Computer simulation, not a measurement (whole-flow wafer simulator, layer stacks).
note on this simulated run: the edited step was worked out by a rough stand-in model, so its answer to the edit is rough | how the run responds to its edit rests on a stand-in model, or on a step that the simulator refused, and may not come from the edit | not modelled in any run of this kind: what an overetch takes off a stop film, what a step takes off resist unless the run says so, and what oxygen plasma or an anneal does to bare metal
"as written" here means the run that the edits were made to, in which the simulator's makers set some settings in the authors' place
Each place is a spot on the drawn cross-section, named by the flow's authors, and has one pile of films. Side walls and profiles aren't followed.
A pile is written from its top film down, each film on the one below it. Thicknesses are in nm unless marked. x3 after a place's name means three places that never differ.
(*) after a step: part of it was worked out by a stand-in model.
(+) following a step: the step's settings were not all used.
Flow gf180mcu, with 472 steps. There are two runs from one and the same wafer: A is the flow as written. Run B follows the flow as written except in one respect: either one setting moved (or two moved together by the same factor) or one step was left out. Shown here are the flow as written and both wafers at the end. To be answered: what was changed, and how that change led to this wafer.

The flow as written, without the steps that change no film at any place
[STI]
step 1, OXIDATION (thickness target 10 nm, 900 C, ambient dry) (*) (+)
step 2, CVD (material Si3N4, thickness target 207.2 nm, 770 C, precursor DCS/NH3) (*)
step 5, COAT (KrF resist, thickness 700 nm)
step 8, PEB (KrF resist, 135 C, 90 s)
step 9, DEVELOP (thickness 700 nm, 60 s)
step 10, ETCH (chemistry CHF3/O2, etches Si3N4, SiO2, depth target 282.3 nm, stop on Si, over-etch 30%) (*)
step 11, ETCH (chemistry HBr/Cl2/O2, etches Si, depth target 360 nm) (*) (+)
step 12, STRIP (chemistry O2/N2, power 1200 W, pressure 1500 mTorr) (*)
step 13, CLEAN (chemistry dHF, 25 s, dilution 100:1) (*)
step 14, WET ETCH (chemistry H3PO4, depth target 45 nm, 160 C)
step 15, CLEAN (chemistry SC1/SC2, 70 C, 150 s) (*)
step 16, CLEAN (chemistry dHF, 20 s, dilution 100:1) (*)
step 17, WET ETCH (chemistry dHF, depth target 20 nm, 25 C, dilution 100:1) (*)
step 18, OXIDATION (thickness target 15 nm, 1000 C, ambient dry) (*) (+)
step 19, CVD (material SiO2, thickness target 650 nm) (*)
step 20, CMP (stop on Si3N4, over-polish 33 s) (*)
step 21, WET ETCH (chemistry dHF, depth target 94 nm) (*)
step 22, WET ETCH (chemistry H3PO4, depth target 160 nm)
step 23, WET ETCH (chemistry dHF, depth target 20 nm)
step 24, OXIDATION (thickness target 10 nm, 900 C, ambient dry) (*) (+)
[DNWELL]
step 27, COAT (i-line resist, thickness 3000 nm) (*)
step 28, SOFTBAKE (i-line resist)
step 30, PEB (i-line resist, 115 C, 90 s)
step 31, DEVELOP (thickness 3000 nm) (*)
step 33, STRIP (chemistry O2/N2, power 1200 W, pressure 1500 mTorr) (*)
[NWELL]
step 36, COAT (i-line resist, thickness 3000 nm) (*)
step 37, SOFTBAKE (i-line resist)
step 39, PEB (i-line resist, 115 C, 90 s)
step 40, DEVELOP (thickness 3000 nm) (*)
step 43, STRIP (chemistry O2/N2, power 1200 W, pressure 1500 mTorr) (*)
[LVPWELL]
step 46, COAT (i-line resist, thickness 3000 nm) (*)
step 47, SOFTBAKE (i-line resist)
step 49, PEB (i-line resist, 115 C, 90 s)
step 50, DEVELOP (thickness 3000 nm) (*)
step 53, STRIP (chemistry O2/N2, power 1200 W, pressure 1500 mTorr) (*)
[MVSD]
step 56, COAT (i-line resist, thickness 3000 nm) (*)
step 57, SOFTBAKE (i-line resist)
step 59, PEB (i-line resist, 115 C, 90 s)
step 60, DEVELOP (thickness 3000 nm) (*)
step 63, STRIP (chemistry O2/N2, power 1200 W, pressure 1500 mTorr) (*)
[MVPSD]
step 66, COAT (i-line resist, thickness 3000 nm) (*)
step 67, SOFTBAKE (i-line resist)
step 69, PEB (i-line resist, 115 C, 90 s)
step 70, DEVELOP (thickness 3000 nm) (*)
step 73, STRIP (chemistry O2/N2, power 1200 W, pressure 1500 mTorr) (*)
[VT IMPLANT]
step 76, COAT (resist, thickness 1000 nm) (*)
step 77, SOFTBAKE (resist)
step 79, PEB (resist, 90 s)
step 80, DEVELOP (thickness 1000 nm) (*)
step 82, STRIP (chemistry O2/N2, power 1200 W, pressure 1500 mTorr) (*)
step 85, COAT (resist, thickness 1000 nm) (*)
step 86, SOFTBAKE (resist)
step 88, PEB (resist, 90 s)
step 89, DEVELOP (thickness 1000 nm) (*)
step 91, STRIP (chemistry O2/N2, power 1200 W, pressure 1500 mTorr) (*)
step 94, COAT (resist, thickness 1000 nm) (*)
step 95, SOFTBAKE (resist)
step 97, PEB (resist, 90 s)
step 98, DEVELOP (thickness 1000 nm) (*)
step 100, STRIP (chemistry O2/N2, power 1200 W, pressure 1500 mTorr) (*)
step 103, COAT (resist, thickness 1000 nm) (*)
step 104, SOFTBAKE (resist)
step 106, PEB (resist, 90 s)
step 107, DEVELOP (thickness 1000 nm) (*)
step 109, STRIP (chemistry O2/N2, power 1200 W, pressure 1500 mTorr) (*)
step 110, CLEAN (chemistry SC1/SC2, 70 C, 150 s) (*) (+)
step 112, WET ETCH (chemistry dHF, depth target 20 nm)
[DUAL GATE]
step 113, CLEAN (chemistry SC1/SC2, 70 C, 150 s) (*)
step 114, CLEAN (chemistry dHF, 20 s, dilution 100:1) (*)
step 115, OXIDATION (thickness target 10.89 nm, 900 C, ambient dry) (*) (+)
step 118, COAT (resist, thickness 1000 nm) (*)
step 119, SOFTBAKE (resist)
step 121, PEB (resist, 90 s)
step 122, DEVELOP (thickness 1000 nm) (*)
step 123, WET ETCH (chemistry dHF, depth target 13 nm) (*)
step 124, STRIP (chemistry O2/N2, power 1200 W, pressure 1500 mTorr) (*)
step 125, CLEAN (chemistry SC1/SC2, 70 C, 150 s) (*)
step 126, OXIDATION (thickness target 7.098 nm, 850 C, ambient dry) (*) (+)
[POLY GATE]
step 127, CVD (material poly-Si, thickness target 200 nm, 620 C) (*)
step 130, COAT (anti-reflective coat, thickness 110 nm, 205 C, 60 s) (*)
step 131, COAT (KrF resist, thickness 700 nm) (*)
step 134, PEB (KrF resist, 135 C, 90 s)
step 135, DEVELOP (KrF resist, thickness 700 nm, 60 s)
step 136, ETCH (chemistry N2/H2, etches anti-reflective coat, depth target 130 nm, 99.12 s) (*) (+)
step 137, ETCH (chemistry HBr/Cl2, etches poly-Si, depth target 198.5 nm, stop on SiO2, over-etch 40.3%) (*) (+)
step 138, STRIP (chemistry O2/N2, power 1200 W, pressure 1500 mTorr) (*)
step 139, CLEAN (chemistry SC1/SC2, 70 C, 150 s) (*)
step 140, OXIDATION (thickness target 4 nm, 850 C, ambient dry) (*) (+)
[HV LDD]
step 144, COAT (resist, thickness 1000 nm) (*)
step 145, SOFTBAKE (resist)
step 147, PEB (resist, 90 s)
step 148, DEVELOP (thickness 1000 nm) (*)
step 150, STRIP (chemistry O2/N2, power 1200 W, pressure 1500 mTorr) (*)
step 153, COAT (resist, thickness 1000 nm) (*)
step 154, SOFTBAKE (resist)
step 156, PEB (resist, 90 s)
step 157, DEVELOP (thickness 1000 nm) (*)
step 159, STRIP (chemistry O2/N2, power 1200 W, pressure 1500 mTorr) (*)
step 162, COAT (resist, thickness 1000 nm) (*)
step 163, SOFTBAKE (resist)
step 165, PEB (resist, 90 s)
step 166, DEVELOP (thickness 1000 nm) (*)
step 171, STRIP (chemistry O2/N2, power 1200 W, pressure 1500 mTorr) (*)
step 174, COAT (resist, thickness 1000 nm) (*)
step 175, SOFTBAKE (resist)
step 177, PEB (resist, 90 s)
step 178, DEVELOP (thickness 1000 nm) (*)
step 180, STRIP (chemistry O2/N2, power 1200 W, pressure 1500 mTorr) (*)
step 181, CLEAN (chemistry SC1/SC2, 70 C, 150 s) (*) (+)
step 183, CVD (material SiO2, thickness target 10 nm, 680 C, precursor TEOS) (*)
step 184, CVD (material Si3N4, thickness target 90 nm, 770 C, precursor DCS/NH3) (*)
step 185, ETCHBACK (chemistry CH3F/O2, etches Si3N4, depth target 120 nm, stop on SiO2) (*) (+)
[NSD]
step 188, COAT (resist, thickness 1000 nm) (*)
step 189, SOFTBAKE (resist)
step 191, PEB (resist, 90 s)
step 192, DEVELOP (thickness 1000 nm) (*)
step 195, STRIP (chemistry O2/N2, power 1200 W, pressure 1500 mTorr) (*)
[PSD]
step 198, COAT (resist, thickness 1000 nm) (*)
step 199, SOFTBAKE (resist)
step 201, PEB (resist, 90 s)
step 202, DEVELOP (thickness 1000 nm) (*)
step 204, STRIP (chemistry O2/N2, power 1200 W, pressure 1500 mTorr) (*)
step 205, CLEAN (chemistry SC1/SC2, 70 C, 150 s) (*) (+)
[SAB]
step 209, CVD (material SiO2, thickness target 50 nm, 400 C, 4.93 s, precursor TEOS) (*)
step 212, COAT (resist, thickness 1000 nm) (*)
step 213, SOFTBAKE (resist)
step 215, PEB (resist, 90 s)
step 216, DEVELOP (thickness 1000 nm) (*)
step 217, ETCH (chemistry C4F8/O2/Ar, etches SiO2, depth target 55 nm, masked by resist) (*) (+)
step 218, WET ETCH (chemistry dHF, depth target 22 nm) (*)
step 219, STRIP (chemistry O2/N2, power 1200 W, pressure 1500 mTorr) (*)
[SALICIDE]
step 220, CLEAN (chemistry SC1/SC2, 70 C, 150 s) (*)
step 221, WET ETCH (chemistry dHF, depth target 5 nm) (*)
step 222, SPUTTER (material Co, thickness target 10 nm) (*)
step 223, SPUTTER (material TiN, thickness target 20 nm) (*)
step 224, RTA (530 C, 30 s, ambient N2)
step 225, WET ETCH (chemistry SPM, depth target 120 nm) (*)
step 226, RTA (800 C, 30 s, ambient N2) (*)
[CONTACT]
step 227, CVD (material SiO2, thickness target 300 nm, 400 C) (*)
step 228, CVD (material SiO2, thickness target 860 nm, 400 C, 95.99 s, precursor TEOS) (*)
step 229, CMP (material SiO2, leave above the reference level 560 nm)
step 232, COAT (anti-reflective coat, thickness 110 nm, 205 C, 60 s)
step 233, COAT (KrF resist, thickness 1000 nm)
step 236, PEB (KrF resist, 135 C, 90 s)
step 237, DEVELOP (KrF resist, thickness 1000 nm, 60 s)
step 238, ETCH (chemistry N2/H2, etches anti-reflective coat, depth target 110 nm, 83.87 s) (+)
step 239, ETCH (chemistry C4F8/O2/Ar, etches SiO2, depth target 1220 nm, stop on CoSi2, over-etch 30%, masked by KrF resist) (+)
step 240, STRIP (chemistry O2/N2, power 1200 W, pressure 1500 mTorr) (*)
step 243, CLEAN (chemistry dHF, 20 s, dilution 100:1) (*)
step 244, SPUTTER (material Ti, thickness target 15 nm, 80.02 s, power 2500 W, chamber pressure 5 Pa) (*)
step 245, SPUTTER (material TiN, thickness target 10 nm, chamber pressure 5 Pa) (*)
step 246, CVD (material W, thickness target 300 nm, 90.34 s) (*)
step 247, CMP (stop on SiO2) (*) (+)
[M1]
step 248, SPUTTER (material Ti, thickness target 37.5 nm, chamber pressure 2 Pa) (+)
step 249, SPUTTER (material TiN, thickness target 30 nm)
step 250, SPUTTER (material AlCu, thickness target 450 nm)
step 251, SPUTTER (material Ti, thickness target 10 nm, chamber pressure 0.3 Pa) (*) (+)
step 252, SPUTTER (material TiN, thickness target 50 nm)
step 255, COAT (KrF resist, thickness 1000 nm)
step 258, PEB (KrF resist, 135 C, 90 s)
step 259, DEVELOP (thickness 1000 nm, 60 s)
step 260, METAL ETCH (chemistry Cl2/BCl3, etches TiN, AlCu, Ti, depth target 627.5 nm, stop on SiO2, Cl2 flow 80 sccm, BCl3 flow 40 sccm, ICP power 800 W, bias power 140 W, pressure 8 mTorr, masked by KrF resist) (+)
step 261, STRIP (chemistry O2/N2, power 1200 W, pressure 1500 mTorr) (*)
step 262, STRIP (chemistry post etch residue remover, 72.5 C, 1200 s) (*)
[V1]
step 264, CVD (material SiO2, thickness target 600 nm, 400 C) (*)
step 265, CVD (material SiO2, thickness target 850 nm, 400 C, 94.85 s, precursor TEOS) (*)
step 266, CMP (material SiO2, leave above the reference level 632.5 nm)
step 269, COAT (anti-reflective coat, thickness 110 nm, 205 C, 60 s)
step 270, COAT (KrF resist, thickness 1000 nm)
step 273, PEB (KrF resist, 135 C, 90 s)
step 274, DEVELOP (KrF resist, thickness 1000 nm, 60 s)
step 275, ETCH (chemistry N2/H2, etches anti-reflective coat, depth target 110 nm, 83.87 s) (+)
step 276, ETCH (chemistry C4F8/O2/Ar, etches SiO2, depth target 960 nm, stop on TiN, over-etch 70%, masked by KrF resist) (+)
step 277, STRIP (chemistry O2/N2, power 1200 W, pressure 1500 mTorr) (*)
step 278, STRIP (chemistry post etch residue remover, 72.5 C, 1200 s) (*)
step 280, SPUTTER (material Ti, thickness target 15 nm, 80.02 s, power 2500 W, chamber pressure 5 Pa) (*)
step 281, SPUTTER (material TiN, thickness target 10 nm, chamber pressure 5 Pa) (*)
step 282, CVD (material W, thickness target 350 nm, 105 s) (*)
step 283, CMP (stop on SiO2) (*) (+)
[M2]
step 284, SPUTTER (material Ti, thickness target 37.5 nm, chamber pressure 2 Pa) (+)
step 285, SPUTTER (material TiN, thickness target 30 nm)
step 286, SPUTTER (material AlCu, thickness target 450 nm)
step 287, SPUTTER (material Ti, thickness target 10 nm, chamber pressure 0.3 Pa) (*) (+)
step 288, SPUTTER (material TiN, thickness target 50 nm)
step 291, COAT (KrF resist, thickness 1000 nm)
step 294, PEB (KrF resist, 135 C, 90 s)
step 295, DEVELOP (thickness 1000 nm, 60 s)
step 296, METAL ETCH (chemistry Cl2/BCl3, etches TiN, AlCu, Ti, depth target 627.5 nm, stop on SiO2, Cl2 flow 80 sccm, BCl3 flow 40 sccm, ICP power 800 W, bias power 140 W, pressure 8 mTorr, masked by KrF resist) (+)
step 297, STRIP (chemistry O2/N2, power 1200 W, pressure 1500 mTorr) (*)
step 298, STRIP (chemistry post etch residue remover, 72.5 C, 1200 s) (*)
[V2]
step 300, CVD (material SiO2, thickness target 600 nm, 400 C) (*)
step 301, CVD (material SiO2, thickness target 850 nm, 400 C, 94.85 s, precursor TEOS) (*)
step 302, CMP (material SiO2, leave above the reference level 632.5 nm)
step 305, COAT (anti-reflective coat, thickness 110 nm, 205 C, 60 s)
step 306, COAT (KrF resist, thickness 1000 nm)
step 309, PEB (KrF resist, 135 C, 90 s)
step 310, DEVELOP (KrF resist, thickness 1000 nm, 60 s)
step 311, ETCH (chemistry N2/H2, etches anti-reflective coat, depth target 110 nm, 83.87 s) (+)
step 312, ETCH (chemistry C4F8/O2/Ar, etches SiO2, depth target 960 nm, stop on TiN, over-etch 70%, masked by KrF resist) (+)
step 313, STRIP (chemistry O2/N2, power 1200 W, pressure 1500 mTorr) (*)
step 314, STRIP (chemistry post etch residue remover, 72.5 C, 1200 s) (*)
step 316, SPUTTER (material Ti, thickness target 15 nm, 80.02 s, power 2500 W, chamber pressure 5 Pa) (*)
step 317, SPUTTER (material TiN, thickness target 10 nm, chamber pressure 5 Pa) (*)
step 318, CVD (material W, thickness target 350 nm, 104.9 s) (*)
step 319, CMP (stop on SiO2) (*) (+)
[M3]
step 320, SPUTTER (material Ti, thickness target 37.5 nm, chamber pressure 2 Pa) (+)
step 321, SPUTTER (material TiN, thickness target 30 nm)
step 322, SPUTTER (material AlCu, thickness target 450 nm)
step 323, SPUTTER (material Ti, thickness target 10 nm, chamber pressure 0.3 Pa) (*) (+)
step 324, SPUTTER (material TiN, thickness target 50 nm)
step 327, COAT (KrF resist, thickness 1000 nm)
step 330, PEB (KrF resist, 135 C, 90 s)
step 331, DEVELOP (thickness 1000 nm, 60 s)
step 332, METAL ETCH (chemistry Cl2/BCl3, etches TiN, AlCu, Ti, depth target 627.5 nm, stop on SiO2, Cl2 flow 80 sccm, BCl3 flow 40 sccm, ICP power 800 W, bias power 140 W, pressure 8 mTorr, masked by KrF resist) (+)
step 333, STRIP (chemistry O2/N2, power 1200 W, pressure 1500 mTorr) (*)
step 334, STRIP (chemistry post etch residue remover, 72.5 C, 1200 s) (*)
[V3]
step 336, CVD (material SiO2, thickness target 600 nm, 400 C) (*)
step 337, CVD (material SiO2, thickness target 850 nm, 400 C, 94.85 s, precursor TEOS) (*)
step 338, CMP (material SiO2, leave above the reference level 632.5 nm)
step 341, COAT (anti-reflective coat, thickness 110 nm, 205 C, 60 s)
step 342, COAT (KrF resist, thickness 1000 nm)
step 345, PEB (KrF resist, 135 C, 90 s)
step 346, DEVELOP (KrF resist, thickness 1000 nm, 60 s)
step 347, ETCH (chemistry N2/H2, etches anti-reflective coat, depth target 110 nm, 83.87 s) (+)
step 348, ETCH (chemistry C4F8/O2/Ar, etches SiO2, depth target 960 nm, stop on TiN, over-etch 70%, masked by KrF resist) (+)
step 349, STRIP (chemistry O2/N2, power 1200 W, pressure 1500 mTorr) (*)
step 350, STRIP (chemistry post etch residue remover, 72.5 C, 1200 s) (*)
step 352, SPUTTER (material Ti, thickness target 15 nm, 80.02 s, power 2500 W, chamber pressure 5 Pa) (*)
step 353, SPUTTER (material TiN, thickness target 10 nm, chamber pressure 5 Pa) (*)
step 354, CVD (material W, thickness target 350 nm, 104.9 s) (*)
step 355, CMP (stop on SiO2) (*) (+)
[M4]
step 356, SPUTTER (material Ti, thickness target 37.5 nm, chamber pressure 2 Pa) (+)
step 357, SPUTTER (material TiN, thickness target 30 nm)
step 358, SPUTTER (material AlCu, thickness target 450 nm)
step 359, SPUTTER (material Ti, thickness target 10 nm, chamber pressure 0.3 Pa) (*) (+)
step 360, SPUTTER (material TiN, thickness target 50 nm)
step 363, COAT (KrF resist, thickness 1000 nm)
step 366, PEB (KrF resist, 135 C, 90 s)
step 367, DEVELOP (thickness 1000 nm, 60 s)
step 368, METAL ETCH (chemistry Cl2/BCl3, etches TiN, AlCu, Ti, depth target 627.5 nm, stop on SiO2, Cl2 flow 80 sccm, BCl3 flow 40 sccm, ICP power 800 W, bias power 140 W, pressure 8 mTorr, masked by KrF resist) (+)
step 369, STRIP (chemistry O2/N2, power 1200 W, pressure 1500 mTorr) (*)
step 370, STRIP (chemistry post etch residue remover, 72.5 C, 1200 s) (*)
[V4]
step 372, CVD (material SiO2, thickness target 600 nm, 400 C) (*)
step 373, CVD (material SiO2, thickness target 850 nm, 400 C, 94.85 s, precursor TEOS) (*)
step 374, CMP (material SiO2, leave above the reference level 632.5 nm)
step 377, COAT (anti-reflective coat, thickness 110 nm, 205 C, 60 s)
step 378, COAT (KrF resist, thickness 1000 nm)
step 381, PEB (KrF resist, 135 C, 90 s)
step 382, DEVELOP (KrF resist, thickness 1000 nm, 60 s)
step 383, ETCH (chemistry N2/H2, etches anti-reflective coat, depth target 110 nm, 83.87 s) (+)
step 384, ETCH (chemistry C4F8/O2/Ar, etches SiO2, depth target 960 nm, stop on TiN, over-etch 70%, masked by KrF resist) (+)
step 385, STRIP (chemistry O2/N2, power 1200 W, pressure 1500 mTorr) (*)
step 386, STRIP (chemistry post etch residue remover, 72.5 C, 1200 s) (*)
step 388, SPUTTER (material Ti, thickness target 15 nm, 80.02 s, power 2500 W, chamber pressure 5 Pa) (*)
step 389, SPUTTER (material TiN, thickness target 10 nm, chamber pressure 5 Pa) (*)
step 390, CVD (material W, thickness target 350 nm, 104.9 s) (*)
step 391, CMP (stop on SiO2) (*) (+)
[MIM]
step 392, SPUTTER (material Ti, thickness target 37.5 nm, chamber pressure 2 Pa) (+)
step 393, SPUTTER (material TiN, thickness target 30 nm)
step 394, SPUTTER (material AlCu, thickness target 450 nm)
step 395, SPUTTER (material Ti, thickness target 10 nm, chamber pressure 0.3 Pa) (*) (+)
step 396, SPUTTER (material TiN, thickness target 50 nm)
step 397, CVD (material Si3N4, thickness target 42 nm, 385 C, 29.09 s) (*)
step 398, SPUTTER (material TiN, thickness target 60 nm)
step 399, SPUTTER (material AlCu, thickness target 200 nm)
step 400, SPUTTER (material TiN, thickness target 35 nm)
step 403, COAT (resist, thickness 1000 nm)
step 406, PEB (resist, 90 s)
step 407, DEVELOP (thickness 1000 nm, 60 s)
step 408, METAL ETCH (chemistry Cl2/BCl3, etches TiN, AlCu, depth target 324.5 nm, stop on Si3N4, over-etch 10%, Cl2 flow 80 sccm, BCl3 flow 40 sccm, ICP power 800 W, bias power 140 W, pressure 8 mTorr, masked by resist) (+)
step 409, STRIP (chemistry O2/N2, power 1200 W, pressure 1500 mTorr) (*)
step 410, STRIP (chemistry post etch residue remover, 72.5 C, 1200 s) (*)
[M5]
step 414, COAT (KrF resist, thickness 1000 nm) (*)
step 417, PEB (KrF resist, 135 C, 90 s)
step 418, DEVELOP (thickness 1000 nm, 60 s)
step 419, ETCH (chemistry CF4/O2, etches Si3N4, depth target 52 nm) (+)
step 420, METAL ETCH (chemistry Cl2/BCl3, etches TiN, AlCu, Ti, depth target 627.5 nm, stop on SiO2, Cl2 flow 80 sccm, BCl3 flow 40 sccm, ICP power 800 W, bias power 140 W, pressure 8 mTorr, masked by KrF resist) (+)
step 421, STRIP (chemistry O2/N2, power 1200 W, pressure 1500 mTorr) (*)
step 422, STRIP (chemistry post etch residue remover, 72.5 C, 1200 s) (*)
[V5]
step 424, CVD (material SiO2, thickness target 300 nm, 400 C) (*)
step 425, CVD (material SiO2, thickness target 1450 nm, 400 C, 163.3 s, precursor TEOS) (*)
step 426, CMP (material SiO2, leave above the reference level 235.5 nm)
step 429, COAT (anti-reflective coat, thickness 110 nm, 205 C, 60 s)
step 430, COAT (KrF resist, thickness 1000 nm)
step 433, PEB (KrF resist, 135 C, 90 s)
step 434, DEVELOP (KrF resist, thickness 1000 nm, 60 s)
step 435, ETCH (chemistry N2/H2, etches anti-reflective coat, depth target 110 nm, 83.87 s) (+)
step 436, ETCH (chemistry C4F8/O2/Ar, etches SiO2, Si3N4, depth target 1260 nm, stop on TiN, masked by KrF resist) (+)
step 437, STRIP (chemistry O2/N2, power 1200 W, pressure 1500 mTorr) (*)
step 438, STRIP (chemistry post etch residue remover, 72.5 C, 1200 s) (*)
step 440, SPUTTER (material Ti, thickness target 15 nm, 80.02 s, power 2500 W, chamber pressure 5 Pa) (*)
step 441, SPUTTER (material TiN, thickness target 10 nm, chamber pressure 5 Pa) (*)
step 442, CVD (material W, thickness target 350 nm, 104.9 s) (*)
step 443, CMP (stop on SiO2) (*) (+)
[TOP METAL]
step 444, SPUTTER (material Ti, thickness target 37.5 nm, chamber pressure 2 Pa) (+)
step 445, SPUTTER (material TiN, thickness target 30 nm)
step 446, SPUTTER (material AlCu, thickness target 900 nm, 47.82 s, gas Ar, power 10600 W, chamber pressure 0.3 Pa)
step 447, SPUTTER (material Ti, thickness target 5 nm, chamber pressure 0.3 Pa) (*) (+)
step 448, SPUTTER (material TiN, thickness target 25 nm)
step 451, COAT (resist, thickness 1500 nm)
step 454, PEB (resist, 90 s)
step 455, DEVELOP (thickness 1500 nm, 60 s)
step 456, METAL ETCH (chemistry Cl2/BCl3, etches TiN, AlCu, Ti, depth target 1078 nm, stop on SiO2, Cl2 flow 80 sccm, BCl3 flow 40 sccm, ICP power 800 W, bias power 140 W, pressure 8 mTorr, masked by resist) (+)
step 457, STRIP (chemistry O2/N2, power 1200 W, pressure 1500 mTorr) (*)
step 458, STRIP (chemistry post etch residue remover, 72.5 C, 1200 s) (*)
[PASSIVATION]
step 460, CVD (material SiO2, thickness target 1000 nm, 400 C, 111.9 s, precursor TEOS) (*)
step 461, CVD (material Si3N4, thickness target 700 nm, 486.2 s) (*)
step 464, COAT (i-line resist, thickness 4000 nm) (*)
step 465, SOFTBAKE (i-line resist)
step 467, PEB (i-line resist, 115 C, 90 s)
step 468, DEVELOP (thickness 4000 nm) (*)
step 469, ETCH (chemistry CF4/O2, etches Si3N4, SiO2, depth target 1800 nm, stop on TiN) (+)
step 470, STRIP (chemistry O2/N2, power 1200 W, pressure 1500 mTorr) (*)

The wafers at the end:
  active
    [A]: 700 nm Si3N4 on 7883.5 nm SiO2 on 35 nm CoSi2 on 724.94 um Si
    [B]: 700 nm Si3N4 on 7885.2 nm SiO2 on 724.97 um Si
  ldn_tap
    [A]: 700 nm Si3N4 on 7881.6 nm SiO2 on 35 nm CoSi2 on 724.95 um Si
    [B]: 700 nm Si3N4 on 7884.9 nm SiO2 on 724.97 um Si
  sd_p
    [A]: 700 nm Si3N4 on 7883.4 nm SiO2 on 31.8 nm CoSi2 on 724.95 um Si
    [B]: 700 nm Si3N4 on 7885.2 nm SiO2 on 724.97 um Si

The reason: step 24, OXIDATION: 1080 C was run, though the flow has 900 C.

Step by step, how the change led to this:
  step 24, OXIDATION (thickness target 10 nm, 900 C, ambient dry) (*) (+)
      active, n_well, p_well and 40 more: A +10 SiO2 (new film), -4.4 Si | B +51.7 SiO2 (new film), -22.7 Si
      sti, mim_1p0, pad and 17 more: A +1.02 SiO2, -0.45 Si | B +8.24 SiO2, -3.62 Si
      (also at 17 further places)
  step 28, SOFTBAKE (i-line resist)
      nw_enc_fld: A -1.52 i-line resist | B +1.71 i-line resist
      ldp_dft, ldp_drn: A +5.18 i-line resist | B +2.72 i-line resist
      (also at 54 further places)
  step 37, SOFTBAKE (i-line resist)
      nw_enc_fld: A -1.52 i-line resist | B +1.71 i-line resist
      ldp_dft, ldp_drn: A +5.18 i-line resist | B +2.72 i-line resist
      (also at 54 further places)
  step 47, SOFTBAKE (i-line resist)
      nw_enc_fld: A -1.52 i-line resist | B +1.71 i-line resist
      ldp_dft, ldp_drn: A +5.18 i-line resist | B +2.72 i-line resist
      (also at 54 further places)
  step 57, SOFTBAKE (i-line resist)
      nw_enc_fld: A -1.52 i-line resist | B +1.71 i-line resist
      ldp_dft, ldp_drn: A +5.18 i-line resist | B +2.72 i-line resist
      (also at 54 further places)
  step 67, SOFTBAKE (i-line resist)
      nw_enc_fld: A -1.52 i-line resist | B +1.71 i-line resist
      ldp_dft, ldp_drn: A +5.18 i-line resist | B +2.72 i-line resist
      (also at 54 further places)
  step 112, WET ETCH (chemistry dHF, depth target 20 nm)
      active, n_well, p_well and 40 more: A -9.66 SiO2 (all of it) | B -20 SiO2
      field, field__w2, field__w3 and 43 more: A -22 SiO2 | B -21.4 SiO2
  step 113, CLEAN (chemistry SC1/SC2, 70 C, 150 s) (*)
      active, n_well, p_well and 40 more: A +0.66 chemical SiO2 (new film), -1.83 Si | B -0.34 SiO2
  step 114, CLEAN (chemistry dHF, 20 s, dilution 100:1) (*)
      active, n_well, p_well and 40 more: A -0.66 chemical SiO2 (all of it) | B -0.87 SiO2
  step 115, OXIDATION (thickness target 10.89 nm, 900 C, ambient dry) (*) (+)
      active, n_well, p_well and 40 more: A +10.9 SiO2 (new film), -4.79 Si | B +5.89 SiO2, -2.59 Si
  step 123, WET ETCH (chemistry dHF, depth target 13 nm) (*)
      active, n_well, p_well and 12 more: A -10.9 SiO2 (all of it) | B -13 SiO2
  step 124, STRIP (chemistry O2/N2, power 1200 W, pressure 1500 mTorr) (*)
      active, n_well, p_well and 12 more: A +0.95 chemical SiO2 (new film), -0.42 Si | B nothing
  step 126, OXIDATION (thickness target 7.098 nm, 850 C, ambient dry) (*) (+)
      active, n_well, p_well and 12 more: A +7.1 SiO2 (new film), -0.76 chemical SiO2 (all of it), -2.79 Si | B +3.51 SiO2, -1.55 Si
      gate_hv, active_hv, active_nat and 25 more: A +3.72 SiO2, -1.64 Si | B +3.1 SiO2, -1.36 Si
  step 130, COAT (anti-reflective coat, thickness 110 nm, 205 C, 60 s) (*)
      field__w1: A +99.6 anti-reflective coat (new film) | B +102.3 anti-reflective coat (new film)
      field__w2: A +100.3 anti-reflective coat (new film) | B +102.4 anti-reflective coat (new film)
      (also at 30 further places)
  step 136, ETCH (chemistry N2/H2, etches anti-reflective coat, depth target 130 nm, 99.12 s) (*) (+)
      field__w1: A -99.6 anti-reflective coat (all of it), -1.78 poly-Si | B -102.3 anti-reflective coat (all of it), -1.71 poly-Si
      field__w2: A -100.3 anti-reflective coat (all of it), -1.76 poly-Si | B -102.4 anti-reflective coat (all of it), -1.71 poly-Si
      (also at 20 further places)
  step 138, STRIP (chemistry O2/N2, power 1200 W, pressure 1500 mTorr) (*)
      ld_fp_n: A +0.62 chemical SiO2 (new film), -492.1 KrF resist (all of it), -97 anti-reflective coat (all of it), -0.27 poly-Si | B +0.62 chemical SiO2 (new film), -492.3 KrF resist (all of it), -99.7 anti-reflective coat (all of it), -0.27 poly-Si
      ld_gate_p: A +0.62 chemical SiO2 (new film), -494.1 KrF resist (all of it), -114.4 anti-reflective coat (all of it), -0.27 poly-Si | B +0.62 chemical SiO2 (new film), -493.7 KrF resist (all of it), -111.8 anti-reflective coat (all of it), -0.27 poly-Si
      (also at 8 further places)
  ... 14 other steps ...
  step 471, ANNEAL (400 C, 1800 s, ambient N2/H2)
      contact: A nothing | B under 49 films: +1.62 void (new film), -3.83 Ti, +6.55 TiSi first (new film), -4.35 Si
Taking metal films that touch as one body, active has 0 bodies; the flow as written gives 1 body.
Taking metal films that touch as one body, ldn_tap has 0 bodies; the flow as written gives 1 body.
Taking metal films that touch as one body, sd_p has 0 bodies; the flow as written gives 1 body.
